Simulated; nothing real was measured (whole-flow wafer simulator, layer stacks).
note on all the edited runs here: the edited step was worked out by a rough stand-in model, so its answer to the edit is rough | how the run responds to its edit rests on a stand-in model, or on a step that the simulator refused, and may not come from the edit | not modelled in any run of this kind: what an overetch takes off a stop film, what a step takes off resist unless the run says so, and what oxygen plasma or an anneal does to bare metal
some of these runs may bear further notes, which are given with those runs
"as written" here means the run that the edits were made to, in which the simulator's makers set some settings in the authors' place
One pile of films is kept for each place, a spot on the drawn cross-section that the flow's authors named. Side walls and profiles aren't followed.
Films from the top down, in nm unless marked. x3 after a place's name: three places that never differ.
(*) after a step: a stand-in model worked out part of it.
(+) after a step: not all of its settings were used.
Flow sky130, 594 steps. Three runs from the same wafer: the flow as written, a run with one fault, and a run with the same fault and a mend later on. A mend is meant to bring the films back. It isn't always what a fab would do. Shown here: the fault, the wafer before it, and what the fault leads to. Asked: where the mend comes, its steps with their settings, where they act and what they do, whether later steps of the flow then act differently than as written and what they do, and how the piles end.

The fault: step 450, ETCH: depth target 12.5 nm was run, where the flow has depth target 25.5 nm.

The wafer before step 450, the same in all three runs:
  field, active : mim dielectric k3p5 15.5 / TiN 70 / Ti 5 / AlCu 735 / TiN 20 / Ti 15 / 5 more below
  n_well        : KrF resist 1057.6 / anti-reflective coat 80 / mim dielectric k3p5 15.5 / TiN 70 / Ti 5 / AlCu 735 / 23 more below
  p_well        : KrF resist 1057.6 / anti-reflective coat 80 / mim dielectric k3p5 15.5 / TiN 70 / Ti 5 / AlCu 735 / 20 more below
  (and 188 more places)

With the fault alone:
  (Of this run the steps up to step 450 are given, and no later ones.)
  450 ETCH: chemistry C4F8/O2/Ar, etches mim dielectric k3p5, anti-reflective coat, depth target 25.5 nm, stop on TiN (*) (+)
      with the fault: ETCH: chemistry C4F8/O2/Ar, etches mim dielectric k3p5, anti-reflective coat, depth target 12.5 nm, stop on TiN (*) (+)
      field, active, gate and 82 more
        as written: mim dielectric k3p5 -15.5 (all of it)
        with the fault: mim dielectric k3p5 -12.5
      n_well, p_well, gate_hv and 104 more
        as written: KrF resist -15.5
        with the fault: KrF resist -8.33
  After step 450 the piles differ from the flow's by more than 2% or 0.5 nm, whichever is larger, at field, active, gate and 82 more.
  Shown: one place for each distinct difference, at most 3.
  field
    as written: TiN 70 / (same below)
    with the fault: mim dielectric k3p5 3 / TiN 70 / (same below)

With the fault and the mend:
  The mend comes after step 450.
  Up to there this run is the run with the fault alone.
  450a ETCH: chemistry C4F8/O2/Ar, etches mim dielectric k3p5, anti-reflective coat, depth target 13 nm, stop on TiN (*) (+) (the flow's step 450 once more, with other settings)
      n_well, p_well, gate_hv and 104 more
        KrF resist -3
      field, active, gate and 82 more
        mim dielectric k3p5 -3 (all of it)
  No later step of the flow acts differently than as written, at any place that is followed, by more than 2% or 0.5 nm, whichever is larger.
  At the end the piles are the same as the flow's at every place that both follow.
